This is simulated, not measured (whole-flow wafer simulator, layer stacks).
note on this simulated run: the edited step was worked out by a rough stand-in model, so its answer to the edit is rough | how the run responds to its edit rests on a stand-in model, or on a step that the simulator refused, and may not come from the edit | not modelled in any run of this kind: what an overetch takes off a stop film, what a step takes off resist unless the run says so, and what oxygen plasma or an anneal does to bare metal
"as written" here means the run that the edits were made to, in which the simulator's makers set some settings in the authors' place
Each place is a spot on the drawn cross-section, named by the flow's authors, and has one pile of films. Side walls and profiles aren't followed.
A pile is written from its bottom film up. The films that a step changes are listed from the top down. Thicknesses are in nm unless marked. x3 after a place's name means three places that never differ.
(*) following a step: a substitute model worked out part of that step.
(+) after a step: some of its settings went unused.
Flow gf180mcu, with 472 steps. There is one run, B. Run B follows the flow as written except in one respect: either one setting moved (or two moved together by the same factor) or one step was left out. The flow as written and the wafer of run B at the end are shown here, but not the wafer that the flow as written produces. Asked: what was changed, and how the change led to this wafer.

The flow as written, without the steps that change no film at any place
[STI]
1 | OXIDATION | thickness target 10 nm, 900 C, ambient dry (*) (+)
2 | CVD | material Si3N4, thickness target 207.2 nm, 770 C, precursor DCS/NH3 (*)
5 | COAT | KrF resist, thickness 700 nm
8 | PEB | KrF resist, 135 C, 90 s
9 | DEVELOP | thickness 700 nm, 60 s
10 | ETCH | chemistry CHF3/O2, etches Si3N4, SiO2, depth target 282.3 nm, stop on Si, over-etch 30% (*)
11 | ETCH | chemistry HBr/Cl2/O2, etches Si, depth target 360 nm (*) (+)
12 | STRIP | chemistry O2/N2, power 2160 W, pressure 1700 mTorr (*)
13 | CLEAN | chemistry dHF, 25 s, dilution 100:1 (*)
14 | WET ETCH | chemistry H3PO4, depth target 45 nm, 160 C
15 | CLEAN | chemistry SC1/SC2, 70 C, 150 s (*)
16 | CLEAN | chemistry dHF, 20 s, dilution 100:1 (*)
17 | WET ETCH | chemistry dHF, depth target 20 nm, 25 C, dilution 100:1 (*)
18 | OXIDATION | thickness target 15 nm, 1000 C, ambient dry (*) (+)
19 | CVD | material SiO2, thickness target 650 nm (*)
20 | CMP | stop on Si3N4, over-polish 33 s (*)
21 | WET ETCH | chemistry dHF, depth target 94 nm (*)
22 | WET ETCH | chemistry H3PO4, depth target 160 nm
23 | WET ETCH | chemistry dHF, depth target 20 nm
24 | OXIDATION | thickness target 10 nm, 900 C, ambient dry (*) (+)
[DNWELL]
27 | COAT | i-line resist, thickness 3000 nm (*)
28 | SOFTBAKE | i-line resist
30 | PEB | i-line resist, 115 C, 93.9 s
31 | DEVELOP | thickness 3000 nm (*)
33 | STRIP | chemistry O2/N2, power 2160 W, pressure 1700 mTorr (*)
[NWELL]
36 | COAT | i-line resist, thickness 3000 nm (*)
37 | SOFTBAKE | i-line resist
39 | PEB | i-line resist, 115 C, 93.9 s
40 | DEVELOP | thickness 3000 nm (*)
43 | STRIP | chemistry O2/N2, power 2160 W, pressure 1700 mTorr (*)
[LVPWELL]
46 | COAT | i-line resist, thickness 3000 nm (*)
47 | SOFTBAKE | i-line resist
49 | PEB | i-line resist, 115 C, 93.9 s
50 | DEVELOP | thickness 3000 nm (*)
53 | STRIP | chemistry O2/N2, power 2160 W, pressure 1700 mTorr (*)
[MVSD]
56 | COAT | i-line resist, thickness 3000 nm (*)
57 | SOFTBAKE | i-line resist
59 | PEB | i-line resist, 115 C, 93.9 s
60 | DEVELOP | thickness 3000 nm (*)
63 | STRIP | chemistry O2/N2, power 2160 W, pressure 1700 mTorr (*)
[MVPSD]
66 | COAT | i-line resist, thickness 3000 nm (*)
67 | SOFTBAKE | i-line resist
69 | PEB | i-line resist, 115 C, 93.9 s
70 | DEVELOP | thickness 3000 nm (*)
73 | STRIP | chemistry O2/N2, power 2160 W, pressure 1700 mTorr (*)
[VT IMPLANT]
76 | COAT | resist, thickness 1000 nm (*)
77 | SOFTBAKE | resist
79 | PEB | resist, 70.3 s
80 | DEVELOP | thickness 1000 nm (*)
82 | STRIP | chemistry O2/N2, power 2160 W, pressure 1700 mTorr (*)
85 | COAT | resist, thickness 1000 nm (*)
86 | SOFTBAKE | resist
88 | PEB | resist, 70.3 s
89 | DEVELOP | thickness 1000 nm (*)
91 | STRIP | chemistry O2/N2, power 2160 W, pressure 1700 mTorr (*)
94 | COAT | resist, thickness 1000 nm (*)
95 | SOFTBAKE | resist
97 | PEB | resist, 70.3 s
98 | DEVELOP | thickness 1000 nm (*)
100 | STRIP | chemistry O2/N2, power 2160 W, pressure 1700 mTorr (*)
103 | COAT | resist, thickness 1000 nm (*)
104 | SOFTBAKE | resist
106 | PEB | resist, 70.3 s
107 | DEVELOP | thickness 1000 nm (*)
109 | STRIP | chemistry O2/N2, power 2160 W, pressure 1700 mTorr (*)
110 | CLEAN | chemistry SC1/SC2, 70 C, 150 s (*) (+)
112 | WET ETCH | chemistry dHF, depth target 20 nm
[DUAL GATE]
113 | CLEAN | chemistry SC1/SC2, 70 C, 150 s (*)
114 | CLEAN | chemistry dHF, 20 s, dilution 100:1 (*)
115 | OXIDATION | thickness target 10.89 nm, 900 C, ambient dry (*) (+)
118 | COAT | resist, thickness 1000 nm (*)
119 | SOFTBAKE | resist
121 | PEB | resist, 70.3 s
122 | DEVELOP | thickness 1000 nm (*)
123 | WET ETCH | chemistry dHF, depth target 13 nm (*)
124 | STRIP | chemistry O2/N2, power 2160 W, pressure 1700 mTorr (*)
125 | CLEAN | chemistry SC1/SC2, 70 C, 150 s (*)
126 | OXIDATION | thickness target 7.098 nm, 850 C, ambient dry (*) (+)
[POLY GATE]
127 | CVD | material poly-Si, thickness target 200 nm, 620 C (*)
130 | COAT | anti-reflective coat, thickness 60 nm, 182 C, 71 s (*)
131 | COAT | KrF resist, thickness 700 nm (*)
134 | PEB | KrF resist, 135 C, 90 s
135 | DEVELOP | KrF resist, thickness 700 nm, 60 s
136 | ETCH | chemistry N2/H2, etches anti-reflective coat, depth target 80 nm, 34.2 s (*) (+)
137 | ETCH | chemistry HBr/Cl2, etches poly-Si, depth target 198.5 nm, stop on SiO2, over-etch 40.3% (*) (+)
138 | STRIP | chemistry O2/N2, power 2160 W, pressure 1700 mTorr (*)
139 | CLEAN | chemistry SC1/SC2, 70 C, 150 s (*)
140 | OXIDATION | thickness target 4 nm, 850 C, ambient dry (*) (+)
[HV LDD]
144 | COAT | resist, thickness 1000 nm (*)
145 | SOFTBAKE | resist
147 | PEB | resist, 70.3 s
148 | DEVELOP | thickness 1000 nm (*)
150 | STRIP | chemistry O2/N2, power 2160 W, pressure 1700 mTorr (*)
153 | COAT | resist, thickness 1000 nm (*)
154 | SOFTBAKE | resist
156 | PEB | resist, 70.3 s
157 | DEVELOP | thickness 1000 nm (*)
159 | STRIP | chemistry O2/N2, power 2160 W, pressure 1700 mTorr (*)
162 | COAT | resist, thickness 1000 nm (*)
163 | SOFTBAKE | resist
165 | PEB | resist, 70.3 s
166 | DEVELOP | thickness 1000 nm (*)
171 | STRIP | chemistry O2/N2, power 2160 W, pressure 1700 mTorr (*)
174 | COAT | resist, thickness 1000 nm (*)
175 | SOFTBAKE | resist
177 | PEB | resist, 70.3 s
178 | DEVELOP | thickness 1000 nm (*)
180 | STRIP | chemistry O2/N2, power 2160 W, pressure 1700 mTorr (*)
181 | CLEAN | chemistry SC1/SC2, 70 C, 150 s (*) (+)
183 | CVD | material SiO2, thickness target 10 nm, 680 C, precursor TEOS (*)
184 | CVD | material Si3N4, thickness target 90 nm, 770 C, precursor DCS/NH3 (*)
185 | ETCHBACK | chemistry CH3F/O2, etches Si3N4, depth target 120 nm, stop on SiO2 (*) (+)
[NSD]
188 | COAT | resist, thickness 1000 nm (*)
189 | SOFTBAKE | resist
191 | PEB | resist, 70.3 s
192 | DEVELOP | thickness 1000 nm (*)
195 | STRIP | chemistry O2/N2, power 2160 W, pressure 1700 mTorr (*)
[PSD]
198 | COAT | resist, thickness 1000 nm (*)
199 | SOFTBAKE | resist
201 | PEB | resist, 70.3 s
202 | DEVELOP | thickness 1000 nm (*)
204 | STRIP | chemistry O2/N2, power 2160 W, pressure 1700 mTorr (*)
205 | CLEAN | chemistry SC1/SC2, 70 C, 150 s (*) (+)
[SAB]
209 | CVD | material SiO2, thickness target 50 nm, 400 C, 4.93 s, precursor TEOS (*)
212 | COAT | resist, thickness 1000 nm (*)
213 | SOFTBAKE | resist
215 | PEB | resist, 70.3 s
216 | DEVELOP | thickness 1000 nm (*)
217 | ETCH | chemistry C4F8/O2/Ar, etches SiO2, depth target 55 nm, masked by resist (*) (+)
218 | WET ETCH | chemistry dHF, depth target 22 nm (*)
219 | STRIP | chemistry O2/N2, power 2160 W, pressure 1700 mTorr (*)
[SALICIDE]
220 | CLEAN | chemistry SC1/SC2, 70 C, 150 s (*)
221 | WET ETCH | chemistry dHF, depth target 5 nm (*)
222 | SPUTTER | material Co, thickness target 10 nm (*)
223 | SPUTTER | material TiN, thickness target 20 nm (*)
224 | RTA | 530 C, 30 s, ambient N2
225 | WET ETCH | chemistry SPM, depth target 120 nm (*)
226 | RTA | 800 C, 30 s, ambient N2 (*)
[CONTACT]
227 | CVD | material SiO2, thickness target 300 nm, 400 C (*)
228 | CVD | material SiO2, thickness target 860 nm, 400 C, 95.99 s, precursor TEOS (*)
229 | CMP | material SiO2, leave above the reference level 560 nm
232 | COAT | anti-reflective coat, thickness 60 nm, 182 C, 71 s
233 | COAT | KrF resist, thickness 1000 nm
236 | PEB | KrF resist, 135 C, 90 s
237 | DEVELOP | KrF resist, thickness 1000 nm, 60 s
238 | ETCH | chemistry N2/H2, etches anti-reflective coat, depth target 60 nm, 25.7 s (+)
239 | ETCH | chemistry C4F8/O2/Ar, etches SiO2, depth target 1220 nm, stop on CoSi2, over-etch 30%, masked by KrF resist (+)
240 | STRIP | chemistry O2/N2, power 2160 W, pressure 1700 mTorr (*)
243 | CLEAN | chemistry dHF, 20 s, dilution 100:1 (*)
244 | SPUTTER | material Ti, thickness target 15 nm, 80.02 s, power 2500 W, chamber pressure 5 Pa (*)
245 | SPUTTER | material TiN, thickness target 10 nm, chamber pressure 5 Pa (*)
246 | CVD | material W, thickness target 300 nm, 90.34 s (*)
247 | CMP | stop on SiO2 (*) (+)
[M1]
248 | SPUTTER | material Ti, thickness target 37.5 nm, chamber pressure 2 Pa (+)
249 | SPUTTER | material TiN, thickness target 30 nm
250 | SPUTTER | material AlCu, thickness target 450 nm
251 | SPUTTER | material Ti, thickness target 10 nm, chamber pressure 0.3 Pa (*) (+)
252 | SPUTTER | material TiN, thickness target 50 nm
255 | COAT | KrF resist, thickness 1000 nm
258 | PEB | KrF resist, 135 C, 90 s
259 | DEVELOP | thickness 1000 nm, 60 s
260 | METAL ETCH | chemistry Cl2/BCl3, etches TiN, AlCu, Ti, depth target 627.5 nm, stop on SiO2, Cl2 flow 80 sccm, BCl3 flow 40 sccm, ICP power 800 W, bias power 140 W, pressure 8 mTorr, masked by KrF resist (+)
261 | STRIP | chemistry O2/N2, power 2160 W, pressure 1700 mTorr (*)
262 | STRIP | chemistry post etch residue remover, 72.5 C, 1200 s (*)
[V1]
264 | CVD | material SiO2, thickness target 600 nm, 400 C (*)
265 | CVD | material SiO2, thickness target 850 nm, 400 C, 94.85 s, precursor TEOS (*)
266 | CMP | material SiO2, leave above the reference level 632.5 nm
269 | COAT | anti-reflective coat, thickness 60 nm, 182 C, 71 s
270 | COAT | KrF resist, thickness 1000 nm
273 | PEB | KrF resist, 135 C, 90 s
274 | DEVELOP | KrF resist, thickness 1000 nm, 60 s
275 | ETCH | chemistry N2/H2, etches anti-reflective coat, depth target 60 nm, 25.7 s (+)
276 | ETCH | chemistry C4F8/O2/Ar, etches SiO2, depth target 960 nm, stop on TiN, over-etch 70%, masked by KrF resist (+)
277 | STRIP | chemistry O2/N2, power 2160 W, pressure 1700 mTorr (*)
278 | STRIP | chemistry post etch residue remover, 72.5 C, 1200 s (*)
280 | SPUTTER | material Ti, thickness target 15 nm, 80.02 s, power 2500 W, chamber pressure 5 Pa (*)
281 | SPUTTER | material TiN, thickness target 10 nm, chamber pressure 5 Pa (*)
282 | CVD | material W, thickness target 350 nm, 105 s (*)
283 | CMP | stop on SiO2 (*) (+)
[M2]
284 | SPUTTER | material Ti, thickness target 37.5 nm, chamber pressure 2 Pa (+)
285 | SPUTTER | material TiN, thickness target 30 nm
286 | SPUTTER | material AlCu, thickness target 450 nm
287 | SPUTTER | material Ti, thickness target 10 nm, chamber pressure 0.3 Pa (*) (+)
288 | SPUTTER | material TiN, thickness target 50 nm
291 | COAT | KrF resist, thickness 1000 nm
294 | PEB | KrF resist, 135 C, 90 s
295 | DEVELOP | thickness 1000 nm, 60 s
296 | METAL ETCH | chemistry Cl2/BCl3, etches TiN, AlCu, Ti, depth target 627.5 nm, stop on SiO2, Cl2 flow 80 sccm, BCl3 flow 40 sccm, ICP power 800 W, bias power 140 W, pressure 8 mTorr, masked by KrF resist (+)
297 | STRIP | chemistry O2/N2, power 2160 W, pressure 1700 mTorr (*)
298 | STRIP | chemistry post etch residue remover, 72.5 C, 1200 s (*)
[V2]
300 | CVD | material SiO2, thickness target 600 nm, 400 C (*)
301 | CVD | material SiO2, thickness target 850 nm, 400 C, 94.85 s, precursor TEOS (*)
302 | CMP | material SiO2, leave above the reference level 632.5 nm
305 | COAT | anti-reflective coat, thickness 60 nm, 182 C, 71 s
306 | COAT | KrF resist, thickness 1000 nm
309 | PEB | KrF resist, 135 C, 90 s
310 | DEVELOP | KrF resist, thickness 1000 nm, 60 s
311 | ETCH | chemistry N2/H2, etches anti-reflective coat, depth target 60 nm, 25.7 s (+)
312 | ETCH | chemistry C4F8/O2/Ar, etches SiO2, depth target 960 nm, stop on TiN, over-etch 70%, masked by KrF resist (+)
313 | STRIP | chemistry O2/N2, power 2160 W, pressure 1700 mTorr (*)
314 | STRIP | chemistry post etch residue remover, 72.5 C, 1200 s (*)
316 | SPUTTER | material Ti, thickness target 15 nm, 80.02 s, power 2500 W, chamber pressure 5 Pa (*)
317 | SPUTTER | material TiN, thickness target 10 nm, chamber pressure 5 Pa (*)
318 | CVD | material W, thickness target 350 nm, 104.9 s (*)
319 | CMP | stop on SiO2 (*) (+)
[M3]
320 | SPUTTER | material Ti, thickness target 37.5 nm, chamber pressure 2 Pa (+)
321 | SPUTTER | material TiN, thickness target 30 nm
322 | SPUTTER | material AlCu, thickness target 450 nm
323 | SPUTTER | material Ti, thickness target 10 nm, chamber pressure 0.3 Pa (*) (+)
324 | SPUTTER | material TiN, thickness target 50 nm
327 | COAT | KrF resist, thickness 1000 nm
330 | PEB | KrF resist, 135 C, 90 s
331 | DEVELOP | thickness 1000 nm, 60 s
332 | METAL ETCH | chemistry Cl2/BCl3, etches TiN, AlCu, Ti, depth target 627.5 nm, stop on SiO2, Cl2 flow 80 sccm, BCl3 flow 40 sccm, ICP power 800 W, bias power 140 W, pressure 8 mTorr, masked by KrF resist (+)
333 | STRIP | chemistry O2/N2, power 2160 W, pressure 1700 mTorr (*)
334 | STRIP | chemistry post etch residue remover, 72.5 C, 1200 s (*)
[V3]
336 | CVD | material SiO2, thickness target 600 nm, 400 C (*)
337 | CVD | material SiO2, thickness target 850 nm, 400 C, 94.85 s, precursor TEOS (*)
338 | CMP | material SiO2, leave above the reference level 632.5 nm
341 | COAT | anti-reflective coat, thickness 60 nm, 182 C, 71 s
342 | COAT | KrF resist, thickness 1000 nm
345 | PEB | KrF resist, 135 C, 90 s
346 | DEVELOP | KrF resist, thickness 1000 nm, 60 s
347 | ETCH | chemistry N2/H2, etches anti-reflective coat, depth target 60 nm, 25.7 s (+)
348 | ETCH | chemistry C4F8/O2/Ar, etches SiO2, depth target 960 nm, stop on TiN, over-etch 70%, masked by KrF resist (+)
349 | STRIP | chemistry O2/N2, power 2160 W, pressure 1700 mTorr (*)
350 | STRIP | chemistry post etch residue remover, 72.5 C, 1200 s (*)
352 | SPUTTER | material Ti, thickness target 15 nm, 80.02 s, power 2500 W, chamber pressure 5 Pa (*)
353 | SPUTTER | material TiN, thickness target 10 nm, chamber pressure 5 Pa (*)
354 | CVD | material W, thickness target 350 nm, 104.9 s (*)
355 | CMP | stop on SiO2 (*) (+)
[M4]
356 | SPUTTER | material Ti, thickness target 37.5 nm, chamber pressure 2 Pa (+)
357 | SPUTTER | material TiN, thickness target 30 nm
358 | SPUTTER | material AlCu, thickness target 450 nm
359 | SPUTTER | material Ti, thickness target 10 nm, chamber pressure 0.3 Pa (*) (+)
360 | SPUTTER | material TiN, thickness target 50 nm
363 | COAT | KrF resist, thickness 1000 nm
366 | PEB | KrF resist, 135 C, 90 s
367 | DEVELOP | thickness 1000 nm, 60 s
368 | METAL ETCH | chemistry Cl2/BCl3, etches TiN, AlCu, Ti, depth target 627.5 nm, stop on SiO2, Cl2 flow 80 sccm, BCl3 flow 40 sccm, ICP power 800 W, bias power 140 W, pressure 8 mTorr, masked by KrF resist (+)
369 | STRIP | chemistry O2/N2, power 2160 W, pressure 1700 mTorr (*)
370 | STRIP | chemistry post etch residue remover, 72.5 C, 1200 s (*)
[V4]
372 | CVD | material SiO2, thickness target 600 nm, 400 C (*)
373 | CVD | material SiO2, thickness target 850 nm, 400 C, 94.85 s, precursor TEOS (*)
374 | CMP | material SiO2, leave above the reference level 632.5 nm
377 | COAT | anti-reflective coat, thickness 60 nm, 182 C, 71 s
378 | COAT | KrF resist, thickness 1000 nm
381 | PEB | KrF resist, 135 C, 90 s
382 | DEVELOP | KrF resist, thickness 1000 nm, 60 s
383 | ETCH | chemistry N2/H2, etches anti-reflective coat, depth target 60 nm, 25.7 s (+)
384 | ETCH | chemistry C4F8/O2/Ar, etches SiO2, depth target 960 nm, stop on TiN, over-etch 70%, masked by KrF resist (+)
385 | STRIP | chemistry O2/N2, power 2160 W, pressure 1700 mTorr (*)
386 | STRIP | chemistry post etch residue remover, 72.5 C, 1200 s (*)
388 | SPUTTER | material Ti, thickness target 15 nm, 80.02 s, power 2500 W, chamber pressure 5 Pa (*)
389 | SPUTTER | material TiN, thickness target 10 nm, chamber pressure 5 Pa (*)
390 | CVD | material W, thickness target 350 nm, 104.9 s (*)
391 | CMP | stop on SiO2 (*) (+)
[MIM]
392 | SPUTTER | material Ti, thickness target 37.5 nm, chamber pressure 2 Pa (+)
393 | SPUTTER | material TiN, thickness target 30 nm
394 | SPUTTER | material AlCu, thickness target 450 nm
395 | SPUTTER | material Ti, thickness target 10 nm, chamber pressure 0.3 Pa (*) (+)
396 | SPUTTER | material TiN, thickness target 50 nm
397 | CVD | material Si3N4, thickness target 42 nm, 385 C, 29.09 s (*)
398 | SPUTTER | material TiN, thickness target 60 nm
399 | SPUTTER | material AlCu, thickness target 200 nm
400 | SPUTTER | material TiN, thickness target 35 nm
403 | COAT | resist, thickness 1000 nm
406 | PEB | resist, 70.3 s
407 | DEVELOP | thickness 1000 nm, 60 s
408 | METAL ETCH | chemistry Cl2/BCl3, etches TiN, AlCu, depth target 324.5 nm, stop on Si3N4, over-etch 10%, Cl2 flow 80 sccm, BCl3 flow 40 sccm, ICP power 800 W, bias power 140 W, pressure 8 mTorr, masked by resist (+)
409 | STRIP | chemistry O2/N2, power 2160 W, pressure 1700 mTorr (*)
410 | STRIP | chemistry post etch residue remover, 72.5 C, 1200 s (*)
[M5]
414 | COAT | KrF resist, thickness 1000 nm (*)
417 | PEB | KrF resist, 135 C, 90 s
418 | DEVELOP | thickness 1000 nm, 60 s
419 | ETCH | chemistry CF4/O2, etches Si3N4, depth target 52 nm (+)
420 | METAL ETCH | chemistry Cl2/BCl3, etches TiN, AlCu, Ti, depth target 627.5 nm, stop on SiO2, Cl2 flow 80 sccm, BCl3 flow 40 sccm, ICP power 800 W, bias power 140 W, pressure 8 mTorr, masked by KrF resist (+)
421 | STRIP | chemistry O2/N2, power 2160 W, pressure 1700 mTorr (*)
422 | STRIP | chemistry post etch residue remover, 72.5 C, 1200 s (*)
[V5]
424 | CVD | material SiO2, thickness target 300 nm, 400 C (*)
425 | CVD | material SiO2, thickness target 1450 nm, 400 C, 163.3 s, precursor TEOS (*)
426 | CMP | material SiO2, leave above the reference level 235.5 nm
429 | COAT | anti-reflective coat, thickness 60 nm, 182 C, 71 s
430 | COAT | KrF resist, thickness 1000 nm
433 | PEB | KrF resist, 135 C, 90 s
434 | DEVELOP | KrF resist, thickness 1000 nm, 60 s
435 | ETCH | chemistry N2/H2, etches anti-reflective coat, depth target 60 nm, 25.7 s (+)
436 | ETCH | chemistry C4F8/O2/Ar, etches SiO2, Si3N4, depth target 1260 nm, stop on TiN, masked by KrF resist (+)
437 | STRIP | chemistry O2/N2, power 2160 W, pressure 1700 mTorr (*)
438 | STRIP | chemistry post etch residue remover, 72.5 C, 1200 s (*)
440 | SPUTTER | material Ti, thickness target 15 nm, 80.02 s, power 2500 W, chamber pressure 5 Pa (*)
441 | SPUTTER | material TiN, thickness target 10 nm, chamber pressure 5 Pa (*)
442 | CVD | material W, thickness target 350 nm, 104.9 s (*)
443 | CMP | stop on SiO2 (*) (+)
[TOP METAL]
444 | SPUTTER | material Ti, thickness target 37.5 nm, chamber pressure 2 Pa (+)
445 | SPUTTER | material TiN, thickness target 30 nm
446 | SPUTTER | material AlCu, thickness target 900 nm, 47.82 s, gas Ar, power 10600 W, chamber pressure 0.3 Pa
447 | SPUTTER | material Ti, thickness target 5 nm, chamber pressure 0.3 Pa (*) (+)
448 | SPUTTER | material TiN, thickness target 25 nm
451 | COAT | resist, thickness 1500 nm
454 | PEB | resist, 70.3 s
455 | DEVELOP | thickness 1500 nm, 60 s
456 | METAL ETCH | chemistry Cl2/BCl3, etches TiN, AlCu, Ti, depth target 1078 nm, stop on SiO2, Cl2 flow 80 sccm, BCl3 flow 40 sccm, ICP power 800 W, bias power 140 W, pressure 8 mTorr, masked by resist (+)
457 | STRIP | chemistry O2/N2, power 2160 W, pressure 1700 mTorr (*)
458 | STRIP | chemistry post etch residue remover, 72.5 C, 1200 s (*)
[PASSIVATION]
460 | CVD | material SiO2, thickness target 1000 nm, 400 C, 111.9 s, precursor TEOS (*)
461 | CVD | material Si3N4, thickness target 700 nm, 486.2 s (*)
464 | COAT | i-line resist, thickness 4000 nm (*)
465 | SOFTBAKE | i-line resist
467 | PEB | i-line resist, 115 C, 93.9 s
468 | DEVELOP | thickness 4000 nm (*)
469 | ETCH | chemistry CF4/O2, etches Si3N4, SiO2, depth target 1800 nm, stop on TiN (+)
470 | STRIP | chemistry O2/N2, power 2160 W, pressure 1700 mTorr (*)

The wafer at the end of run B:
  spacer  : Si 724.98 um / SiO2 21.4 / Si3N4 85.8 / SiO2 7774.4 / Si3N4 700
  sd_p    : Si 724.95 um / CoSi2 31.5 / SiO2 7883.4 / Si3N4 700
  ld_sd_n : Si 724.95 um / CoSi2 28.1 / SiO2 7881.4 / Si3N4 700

The reason: step 183, CVD: thickness target 14.2 nm was run, though the flow has thickness target 10 nm.

The path from the change to this, step by step:
  183 | CVD | material SiO2, thickness target 10 nm, 680 C, precursor TEOS (*)
      field, field__w1, field__w2 and 99 more: +14.2 SiO2 (it would be, as written: +10 SiO2)
      ld_drift_p: +14 SiO2 (it would be, as written: +9.87 SiO2)
      (as well as at 1 more place)
  189 | SOFTBAKE | resist
      field__w9: -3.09 resist (it would be, as written: +6.92 resist)
      field_sub__w1: +9.73 resist (it would be, as written: +7.47 resist)
  199 | SOFTBAKE | resist
      field__w9: -3.09 resist (it would be, as written: +6.92 resist)
      field_sub__w1: +9.73 resist (it would be, as written: +7.47 resist)
  218 | WET ETCH | chemistry dHF, depth target 22 nm (*)
      gate, gate_hv, gate_p and 23 more: -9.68 SiO2 (all of it) (it would be, as written: -5.48 SiO2 (all of it))
      field, sti, mim_1p0 and 13 more: -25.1 SiO2 (it would be, as written: -24.5 SiO2)
      (as well as at 56 more places)
  229 | CMP | material SiO2, leave above the reference level 560 nm
      mim: -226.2 SiO2 (it would be, as written: -221.5 SiO2)
